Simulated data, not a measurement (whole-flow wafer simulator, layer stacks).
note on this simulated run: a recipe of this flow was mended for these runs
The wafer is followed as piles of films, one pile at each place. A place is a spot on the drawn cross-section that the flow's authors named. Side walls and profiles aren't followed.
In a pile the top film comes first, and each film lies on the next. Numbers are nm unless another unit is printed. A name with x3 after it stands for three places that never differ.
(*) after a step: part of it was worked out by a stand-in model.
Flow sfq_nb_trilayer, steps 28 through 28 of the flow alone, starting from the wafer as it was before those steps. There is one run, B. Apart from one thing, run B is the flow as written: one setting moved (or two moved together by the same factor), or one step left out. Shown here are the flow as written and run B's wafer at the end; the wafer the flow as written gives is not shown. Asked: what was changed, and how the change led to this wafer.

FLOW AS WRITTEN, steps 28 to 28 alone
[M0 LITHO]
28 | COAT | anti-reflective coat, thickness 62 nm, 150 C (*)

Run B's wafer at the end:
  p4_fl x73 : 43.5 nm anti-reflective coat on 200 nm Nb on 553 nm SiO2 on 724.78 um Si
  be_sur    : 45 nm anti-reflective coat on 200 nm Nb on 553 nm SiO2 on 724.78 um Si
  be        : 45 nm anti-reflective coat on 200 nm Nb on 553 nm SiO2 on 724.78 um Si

Cause: step 28, COAT: thickness 43.5 nm was run, though the flow has thickness 62 nm.
One can read it off the wafer: p4_fl x73 has anti-reflective coat 43.5, and step 28 as written asks for 62 nm.

How this came from the change, step by step:
  28 | COAT | anti-reflective coat, thickness 62 nm, 150 C (*)
      p4_fl x73: anti-reflective coat gains 43.5 (new film) (it would be, as written: anti-reflective coat gains 62 (new film))
      be_sur, gap, jj_sur and 8 more: anti-reflective coat gains 45 (new film) (it would be, as written: anti-reflective coat gains 63.7 (new film))
      (and at 22 other places as well)
